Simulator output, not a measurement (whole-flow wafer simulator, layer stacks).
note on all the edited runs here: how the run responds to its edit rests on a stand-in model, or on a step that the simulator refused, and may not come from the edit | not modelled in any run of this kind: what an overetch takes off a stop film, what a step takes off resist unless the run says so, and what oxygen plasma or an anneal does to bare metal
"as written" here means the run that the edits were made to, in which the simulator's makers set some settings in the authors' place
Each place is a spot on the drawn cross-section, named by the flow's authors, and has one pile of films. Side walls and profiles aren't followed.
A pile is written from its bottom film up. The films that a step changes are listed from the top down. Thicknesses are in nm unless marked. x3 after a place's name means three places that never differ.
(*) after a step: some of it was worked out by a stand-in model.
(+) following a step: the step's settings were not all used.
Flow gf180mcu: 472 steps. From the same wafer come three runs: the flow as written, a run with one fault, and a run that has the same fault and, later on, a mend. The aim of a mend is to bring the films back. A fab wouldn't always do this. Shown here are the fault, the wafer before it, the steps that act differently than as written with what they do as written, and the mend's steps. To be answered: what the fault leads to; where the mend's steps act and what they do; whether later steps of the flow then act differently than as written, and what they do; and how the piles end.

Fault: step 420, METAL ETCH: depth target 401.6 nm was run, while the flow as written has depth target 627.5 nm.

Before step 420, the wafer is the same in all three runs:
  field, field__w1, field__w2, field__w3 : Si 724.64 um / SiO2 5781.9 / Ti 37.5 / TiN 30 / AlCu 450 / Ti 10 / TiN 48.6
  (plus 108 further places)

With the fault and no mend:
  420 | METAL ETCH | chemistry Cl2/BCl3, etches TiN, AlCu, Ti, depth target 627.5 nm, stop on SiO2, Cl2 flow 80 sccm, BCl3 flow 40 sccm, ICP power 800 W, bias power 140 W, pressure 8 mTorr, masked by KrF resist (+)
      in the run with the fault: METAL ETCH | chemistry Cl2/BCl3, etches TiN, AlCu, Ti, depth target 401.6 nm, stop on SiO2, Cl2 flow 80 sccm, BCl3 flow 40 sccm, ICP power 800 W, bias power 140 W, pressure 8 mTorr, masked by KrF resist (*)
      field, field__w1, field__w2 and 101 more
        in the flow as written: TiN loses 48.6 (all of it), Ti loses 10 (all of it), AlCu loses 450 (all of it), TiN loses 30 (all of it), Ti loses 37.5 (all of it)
        in the run with the fault: TiN loses 48.6 (all of it), Ti loses 10 (all of it), AlCu loses 343
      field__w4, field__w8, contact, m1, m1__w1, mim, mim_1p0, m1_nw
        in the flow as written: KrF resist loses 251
        in the run with the fault: KrF resist loses 160.6
  Steps later in the flow that act otherwise than as written (1 other step is not shown; it differs only slightly, by no more than 2% or 0.5 nm, whichever is larger):
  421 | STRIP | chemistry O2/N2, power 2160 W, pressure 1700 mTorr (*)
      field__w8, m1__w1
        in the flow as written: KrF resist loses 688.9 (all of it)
        in the run with the fault: KrF resist loses 779.2 (all of it)
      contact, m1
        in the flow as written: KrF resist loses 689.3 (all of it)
        in the run with the fault: KrF resist loses 779.7 (all of it)
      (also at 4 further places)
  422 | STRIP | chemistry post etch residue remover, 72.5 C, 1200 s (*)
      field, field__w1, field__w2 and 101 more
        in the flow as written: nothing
        in the run with the fault: AlCu loses 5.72
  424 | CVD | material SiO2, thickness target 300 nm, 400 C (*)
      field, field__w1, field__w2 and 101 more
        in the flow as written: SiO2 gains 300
        in the run with the fault: SiO2 gains 300 (new film)
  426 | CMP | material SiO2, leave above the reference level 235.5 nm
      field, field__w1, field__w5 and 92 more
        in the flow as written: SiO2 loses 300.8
        in the run with the fault: SiO2 loses 469.6
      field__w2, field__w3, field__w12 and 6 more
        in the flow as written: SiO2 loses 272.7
        in the run with the fault: SiO2 loses 449.1
  The piles end different from the flow's at field, field__w1, field__w2 and 101 more by more than 2% or 0.5 nm, whichever is larger.
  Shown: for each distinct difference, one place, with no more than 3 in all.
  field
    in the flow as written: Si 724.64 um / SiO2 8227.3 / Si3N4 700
    in the run with the fault: Si 724.64 um / SiO2 5781.9 / Ti 37.5 / TiN 30 / AlCu 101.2 / SiO2 2276.6 / Si3N4 700
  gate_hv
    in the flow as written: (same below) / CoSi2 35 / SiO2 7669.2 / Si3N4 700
    in the run with the fault: (same below) / CoSi2 35 / SiO2 5223.8 / Ti 37.5 / TiN 30 / AlCu 101.2 / SiO2 2276.6 / Si3N4 700
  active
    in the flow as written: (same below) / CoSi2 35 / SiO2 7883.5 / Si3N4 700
    in the run with the fault: (same below) / CoSi2 35 / SiO2 5438.1 / Ti 37.5 / TiN 30 / AlCu 101.2 / SiO2 2276.6 / Si3N4 700

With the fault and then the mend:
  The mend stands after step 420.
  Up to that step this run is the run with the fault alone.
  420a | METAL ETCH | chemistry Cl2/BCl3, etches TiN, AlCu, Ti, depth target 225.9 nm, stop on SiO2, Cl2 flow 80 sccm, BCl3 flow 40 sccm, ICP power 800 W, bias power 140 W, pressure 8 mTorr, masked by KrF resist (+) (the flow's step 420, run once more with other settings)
      field, field__w1, field__w2 and 101 more
        AlCu loses 107 (all of it), TiN loses 30 (all of it), Ti loses 37.5 (all of it)
      field__w4, field__w8, contact, m1, m1__w1, mim, mim_1p0, m1_nw
        KrF resist loses 90.4
  Later steps of the flow that are run all act as written at every place that is followed.
  The piles end the same as the flow's at every place that both follow.
